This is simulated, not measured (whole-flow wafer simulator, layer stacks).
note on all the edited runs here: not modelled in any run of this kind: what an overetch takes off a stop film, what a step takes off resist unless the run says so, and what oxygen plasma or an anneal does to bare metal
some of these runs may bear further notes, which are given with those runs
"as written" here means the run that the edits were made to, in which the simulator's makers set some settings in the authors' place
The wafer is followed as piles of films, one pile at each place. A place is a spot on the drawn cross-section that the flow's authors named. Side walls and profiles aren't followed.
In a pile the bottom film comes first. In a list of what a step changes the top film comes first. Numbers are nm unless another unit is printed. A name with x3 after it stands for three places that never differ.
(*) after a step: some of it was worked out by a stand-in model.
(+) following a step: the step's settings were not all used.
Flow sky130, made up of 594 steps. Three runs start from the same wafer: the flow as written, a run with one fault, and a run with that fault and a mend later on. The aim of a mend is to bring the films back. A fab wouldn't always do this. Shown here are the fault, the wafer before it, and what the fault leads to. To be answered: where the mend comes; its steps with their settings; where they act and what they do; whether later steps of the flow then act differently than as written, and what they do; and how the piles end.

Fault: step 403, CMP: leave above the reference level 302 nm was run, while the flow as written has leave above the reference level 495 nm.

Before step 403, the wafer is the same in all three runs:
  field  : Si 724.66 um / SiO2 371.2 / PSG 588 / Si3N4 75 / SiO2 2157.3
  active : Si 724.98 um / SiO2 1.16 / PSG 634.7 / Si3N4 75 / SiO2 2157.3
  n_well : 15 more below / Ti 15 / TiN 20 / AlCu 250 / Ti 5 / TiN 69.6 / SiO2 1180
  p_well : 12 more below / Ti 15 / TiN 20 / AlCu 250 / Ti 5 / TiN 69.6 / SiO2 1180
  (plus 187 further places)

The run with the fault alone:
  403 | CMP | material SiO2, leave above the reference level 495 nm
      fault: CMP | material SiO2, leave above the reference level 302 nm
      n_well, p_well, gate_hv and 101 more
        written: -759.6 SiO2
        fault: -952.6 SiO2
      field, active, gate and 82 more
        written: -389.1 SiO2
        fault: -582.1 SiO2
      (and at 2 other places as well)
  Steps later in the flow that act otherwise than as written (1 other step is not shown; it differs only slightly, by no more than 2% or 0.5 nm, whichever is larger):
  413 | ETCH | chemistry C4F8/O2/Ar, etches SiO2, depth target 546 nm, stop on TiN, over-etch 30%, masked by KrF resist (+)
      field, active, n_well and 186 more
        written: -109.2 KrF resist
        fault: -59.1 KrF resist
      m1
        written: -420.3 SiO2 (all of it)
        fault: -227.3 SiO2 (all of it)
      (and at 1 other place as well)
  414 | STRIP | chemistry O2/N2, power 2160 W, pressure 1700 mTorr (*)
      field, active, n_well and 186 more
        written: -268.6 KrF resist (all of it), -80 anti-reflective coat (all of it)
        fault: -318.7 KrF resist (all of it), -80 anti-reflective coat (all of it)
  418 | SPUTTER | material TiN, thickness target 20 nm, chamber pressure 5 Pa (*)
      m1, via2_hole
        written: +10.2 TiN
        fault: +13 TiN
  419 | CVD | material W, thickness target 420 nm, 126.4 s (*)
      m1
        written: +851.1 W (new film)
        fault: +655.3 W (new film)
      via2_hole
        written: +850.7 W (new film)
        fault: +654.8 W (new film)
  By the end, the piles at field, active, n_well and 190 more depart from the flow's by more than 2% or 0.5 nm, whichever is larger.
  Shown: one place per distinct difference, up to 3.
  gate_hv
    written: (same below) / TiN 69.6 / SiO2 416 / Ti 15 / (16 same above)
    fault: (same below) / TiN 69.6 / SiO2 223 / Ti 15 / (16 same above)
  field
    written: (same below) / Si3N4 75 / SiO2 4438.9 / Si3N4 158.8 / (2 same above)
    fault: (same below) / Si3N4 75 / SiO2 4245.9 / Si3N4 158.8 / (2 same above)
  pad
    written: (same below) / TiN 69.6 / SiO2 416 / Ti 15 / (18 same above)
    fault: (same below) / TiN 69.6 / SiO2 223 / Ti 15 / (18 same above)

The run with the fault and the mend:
  The mend stands after step 403.
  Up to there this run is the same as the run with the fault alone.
  403a | HDPCVD | thickness target 193 nm (*) (the flow's step 402 again, with other settings)
      field, active, n_well and 188 more
        +193 SiO2
  Later steps of the flow that are run all act as written at every place that is followed, up to a difference of at most 2% or 0.5 nm, whichever is larger.
  The piles end the same as the flow's at every place that both follow.
